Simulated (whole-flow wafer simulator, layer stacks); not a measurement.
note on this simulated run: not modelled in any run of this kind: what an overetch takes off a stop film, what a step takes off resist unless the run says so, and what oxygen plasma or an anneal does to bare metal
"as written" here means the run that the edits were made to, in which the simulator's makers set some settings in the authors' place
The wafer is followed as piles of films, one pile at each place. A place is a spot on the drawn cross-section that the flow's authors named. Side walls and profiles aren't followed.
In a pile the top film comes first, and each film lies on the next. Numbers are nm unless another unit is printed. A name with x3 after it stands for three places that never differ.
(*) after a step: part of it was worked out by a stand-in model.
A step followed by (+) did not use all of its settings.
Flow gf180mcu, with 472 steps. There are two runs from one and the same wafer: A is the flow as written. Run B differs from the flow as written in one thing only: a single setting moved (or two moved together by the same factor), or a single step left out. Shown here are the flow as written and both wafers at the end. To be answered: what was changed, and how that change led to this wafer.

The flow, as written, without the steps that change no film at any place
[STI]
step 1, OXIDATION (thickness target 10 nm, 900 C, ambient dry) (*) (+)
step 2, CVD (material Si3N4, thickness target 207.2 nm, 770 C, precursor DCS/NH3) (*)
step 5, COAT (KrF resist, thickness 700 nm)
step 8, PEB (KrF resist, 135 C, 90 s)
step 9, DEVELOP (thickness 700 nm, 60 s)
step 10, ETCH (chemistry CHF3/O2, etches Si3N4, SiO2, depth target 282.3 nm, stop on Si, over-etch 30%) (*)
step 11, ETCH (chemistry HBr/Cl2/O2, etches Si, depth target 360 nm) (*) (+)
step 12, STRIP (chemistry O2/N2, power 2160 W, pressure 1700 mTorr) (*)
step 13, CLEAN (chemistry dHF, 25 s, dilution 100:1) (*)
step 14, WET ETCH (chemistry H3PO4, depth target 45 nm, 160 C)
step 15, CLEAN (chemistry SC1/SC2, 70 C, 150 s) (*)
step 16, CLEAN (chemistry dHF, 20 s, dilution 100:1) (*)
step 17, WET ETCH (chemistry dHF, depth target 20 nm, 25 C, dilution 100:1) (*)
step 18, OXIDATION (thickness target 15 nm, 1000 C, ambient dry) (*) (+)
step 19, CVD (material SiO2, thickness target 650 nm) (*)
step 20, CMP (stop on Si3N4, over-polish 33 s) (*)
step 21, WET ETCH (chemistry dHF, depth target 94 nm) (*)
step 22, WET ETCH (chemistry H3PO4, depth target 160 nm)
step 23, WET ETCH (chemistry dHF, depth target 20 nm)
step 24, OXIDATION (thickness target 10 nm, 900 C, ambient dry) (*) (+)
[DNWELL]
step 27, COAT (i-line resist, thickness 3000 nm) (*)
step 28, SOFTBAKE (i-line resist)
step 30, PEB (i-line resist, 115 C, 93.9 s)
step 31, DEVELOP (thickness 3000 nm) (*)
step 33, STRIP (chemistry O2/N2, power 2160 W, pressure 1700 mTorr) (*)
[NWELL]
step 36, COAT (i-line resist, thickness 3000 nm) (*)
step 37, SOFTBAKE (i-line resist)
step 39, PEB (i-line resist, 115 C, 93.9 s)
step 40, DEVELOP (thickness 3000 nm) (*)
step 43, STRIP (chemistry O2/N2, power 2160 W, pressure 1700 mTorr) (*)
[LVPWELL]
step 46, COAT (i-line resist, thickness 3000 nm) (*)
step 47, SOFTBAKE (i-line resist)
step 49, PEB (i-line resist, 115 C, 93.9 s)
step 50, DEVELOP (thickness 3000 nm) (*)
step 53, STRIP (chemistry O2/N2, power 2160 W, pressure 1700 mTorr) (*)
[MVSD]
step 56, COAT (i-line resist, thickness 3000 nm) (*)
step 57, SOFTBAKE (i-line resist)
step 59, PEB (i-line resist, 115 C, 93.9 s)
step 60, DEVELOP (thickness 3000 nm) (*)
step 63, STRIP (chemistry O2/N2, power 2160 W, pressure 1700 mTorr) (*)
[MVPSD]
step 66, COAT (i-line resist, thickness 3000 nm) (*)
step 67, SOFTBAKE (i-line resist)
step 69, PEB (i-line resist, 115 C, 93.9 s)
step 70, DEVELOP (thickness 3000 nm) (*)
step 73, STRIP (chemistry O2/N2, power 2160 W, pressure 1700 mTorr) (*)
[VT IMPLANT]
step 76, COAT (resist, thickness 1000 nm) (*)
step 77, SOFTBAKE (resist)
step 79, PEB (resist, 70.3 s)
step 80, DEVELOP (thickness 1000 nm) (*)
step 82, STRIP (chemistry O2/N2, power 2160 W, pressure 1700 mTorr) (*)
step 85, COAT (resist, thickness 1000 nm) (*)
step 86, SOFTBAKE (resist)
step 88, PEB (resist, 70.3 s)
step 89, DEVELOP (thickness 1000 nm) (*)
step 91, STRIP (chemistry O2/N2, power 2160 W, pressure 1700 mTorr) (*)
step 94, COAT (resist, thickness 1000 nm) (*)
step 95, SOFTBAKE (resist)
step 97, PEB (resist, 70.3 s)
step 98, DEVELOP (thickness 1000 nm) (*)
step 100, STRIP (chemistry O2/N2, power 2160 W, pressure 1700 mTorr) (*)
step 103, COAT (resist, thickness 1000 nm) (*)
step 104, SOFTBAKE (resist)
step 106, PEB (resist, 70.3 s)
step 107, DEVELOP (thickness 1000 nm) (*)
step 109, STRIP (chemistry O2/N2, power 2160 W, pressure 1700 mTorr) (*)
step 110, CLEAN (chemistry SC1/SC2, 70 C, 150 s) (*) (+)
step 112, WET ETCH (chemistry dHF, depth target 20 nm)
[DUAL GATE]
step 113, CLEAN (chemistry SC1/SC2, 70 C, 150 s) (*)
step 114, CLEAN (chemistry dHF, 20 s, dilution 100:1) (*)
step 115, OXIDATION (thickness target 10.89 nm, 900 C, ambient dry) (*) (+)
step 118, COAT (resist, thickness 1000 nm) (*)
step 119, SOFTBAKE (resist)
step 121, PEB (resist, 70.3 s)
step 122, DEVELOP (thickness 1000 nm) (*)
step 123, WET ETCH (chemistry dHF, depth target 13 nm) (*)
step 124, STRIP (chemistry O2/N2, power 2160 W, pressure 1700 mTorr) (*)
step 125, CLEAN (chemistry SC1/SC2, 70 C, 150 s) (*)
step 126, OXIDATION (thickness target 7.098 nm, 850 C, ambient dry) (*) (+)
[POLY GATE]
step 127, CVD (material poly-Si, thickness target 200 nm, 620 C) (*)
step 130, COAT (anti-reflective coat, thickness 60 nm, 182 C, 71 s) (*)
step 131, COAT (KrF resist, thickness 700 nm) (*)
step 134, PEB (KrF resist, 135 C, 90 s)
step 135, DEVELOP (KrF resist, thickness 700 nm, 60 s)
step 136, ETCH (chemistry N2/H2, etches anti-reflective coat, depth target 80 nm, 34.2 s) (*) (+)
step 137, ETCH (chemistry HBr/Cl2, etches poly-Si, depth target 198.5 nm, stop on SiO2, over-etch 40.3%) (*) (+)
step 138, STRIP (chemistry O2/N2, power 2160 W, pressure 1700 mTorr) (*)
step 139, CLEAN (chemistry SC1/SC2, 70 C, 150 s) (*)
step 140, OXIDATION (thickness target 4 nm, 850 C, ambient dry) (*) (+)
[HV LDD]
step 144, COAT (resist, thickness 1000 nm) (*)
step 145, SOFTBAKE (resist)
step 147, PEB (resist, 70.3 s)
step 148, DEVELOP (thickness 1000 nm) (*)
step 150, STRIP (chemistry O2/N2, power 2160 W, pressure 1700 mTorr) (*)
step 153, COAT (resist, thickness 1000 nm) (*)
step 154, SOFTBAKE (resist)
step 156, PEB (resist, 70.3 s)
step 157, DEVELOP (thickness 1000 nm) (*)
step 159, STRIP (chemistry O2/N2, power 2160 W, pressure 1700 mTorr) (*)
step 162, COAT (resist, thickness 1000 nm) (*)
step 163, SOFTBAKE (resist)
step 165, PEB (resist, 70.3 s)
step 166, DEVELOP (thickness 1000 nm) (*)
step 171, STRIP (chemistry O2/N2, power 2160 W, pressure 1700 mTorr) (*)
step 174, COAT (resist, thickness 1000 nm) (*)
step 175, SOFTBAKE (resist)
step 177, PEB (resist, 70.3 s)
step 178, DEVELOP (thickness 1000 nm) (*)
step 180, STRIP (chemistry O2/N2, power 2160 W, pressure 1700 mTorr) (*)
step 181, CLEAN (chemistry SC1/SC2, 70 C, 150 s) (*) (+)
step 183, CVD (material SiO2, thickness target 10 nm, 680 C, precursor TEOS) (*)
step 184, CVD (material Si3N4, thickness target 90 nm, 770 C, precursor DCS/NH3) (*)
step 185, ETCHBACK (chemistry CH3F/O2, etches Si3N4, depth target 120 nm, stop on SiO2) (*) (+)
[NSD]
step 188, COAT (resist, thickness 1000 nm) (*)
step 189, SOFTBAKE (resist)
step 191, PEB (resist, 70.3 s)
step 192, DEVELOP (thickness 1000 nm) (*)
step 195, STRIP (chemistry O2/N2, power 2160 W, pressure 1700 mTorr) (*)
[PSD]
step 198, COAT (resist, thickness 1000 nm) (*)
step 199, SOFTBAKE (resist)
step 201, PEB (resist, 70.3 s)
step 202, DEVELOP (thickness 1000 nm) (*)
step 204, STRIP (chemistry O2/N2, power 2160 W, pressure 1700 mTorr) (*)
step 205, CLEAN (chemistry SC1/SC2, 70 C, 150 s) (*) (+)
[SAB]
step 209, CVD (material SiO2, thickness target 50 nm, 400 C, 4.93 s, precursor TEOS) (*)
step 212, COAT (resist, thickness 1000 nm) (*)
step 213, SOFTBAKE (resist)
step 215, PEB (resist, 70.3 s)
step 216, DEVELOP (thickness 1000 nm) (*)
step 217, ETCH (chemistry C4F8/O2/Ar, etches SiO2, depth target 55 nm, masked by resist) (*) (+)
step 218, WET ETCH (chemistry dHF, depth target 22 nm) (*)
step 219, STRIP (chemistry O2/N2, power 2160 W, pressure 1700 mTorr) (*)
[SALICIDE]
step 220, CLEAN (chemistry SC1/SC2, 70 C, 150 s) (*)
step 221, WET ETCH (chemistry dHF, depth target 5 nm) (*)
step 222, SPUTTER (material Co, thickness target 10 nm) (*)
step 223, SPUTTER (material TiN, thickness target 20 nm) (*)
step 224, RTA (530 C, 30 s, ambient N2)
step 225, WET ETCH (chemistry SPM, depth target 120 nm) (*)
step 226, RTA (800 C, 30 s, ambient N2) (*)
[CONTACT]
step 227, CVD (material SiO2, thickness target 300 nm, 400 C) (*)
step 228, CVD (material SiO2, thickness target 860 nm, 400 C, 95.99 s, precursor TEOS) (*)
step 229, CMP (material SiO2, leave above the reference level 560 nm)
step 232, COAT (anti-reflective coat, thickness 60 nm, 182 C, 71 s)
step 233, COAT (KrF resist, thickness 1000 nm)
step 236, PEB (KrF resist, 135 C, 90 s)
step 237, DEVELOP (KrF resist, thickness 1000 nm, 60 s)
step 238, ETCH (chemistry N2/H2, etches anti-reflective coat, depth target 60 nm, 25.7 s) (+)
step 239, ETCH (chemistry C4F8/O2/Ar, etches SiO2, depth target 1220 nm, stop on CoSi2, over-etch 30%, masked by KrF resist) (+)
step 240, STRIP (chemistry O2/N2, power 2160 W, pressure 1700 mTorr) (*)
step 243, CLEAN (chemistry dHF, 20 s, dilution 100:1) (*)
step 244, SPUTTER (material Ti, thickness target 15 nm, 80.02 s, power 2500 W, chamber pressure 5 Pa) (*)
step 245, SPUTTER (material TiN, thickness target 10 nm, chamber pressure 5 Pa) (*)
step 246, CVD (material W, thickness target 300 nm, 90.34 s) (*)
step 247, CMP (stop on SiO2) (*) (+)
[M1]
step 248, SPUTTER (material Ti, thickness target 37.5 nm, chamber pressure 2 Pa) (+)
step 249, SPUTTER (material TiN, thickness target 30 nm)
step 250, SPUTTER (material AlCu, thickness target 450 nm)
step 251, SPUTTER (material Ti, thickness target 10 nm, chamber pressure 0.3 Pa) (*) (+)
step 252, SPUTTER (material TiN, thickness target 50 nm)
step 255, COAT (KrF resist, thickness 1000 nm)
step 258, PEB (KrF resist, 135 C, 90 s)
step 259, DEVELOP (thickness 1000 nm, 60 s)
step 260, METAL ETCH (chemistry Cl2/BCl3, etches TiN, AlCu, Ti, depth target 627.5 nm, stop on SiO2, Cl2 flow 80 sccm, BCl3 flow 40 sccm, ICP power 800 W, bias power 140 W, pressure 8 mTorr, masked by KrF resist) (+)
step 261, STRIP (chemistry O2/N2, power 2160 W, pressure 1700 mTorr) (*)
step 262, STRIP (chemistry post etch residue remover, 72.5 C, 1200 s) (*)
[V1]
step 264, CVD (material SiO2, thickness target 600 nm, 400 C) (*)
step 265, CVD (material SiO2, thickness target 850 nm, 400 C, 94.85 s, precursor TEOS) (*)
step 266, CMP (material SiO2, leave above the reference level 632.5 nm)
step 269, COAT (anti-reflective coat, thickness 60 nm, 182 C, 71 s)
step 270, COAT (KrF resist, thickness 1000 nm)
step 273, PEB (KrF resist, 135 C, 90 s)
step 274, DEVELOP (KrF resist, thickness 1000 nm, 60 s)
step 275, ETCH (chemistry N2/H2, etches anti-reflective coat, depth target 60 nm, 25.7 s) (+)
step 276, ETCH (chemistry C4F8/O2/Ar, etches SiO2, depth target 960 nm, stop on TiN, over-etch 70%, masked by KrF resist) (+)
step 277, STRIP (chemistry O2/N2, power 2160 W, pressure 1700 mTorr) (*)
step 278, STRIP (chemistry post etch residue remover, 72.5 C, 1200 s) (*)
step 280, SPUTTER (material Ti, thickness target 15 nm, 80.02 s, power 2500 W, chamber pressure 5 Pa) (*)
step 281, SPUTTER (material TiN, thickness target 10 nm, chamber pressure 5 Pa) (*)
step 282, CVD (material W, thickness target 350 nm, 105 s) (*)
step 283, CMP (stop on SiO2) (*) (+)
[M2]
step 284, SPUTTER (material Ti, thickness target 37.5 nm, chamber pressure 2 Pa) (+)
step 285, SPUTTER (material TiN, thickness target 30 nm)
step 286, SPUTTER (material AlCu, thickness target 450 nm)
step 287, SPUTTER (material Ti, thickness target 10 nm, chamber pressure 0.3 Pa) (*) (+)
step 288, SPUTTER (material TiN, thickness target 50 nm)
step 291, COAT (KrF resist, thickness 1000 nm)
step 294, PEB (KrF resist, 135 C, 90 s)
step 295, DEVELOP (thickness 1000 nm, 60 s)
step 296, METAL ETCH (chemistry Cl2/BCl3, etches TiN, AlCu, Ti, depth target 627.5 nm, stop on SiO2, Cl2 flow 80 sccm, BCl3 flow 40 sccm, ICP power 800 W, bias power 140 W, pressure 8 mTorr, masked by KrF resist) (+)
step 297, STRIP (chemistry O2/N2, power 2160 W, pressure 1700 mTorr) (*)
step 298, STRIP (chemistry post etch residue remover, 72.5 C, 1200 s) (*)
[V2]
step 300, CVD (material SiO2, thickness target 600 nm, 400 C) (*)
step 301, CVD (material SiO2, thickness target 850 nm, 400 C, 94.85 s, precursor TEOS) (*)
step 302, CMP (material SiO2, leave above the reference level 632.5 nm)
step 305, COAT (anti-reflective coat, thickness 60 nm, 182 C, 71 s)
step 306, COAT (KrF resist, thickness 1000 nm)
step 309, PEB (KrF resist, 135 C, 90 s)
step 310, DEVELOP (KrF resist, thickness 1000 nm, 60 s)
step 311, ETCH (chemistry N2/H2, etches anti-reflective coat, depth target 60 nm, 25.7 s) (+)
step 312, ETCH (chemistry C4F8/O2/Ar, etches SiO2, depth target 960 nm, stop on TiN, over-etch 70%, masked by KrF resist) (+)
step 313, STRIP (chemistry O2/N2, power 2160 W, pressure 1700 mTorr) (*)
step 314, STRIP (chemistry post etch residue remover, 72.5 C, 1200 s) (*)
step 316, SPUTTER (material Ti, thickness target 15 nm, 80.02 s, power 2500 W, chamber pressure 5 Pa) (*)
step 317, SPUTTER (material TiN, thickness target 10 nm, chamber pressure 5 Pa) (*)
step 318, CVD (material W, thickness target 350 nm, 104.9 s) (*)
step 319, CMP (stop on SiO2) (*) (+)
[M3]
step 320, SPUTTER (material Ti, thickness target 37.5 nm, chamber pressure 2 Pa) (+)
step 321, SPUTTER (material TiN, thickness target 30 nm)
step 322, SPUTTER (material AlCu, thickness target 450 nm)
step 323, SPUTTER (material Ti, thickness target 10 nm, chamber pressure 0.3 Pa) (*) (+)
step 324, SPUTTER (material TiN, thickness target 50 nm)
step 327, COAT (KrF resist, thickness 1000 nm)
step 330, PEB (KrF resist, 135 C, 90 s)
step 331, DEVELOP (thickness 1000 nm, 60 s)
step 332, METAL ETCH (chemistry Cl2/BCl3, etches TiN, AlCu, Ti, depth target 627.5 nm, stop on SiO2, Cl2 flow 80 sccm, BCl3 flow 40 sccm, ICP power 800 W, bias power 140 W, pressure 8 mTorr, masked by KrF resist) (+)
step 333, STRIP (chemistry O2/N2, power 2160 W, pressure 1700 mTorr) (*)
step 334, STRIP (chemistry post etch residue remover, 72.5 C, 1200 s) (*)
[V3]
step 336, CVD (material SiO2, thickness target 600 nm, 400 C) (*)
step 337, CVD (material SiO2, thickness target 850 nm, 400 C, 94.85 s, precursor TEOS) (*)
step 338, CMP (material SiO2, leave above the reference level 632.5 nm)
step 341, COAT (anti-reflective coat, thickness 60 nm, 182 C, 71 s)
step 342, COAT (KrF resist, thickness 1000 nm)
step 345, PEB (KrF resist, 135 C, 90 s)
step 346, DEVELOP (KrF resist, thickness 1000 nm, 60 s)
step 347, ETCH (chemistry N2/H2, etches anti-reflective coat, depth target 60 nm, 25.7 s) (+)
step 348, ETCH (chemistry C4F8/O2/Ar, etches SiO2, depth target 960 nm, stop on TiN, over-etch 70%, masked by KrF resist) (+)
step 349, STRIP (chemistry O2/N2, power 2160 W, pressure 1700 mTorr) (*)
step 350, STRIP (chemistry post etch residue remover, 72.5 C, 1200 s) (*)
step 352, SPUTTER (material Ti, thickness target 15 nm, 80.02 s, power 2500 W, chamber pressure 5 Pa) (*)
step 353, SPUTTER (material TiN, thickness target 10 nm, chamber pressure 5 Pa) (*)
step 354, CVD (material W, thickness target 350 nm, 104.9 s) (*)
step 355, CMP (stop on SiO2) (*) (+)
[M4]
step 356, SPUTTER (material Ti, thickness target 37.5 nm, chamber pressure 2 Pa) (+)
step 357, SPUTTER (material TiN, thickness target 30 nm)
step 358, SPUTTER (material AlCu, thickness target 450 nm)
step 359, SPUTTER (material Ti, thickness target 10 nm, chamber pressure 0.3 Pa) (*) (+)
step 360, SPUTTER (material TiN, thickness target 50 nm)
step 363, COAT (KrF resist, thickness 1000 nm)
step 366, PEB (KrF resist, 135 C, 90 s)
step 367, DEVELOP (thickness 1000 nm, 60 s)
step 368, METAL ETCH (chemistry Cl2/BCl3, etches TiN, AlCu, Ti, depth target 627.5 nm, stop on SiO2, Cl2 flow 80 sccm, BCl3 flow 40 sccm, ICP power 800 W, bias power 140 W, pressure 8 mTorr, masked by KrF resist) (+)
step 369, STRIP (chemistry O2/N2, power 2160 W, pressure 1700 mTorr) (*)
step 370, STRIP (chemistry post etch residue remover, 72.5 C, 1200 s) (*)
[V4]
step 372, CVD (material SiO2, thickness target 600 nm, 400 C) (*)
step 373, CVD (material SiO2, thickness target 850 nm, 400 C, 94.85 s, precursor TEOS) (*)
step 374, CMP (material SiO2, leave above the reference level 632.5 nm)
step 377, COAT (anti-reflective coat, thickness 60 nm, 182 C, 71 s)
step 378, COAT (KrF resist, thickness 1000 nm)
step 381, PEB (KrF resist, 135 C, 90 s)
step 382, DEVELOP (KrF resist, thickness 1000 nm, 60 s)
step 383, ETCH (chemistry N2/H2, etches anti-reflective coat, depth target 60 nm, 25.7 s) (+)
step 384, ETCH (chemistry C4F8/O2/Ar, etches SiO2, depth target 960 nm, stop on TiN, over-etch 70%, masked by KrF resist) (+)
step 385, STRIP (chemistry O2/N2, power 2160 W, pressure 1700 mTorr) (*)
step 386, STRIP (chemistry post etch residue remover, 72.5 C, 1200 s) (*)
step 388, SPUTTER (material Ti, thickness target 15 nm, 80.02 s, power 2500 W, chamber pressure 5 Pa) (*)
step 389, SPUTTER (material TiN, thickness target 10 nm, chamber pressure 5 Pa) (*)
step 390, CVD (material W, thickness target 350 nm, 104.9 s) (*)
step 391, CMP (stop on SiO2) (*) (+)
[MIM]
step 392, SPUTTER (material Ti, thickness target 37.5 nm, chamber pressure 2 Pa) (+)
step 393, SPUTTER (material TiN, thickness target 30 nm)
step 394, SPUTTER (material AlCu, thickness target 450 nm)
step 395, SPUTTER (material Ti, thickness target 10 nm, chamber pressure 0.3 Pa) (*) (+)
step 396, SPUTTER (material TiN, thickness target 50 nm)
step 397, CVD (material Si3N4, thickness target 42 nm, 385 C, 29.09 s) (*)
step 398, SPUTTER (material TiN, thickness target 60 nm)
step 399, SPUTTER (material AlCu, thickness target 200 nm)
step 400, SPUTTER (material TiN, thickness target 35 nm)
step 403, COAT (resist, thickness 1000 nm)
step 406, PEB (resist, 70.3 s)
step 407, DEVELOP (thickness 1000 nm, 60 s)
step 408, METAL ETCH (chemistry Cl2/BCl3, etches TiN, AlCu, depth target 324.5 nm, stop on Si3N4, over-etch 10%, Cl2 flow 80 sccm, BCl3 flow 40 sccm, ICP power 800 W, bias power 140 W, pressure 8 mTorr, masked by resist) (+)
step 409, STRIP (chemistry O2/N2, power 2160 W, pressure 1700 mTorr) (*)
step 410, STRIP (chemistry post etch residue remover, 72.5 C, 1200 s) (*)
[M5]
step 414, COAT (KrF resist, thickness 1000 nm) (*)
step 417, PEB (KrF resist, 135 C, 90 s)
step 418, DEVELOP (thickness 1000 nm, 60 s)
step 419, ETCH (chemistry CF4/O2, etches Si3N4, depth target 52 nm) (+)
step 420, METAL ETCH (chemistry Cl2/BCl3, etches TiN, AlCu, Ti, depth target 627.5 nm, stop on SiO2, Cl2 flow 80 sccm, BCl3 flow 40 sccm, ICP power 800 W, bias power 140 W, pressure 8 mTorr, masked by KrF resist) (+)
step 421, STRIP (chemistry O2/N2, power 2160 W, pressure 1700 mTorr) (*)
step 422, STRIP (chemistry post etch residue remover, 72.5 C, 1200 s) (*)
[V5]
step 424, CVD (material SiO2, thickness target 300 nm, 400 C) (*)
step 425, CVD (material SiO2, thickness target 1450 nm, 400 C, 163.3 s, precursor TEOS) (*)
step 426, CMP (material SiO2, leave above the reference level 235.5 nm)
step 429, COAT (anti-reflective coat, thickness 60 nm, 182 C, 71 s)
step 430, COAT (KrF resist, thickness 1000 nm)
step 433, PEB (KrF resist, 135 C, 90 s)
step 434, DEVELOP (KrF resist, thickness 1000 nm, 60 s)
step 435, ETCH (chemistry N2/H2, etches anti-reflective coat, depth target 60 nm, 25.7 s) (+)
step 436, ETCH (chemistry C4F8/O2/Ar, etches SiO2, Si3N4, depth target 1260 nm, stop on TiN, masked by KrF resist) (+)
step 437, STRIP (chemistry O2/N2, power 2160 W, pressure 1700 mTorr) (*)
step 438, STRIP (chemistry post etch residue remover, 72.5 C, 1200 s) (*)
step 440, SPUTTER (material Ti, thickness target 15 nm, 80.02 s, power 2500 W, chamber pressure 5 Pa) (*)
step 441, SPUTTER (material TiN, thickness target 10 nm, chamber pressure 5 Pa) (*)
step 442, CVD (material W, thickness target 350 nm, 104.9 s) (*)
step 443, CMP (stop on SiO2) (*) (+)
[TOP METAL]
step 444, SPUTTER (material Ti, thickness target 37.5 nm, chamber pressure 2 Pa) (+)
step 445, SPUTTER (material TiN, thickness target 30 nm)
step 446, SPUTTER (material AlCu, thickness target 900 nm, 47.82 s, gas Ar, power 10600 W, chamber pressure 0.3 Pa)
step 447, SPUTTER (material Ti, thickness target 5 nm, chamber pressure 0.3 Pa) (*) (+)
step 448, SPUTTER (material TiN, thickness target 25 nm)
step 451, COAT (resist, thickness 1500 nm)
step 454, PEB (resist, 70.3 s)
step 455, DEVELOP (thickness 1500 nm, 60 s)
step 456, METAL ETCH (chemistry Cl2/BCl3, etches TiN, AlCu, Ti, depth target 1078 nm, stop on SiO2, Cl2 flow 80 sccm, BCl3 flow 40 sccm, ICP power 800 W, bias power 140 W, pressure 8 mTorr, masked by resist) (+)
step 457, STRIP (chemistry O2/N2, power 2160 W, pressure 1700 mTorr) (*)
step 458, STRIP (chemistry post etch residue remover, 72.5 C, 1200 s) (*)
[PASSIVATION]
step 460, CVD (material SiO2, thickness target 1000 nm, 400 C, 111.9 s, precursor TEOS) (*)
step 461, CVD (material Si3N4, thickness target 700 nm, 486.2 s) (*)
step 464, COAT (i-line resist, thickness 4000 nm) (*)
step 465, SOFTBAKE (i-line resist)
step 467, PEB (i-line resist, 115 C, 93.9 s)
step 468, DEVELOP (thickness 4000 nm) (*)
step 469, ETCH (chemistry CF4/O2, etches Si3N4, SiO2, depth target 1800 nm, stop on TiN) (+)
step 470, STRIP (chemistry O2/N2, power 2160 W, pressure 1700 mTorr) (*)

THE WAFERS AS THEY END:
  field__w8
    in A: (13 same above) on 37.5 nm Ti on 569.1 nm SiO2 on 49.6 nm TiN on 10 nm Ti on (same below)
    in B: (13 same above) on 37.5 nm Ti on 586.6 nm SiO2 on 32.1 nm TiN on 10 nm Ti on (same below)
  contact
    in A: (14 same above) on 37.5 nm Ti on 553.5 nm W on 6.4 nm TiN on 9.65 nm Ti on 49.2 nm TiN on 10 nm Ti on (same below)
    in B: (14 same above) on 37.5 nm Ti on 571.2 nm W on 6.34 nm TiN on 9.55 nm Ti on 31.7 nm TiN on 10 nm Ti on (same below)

What caused this: step 360, SPUTTER: thickness target 32.5 nm was run, while the flow as written has thickness target 50 nm.

Step by step, how the change led to this:
  step 360, SPUTTER (material TiN, thickness target 50 nm)
      field, field__w1, field__w2 and 108 more: A +50 TiN (new film) | B +32.5 TiN (new film)
  step 368, METAL ETCH (chemistry Cl2/BCl3, etches TiN, AlCu, Ti, depth target 627.5 nm, stop on SiO2, Cl2 flow 80 sccm, BCl3 flow 40 sccm, ICP power 800 W, bias power 140 W, pressure 8 mTorr, masked by KrF resist) (+)
      field, field__w1, field__w2 and 103 more: A -50 TiN (all of it), -10 Ti (all of it), -450 AlCu (all of it), -30 TiN (all of it), -37.5 Ti (all of it) | B -32.5 TiN (all of it), -10 Ti (all of it), -450 AlCu (all of it), -30 TiN (all of it), -37.5 Ti (all of it)
  step 384, ETCH (chemistry C4F8/O2/Ar, etches SiO2, depth target 960 nm, stop on TiN, over-etch 70%, masked by KrF resist) (+)
      contact: A -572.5 SiO2 (all of it) | B -590 SiO2 (all of it)
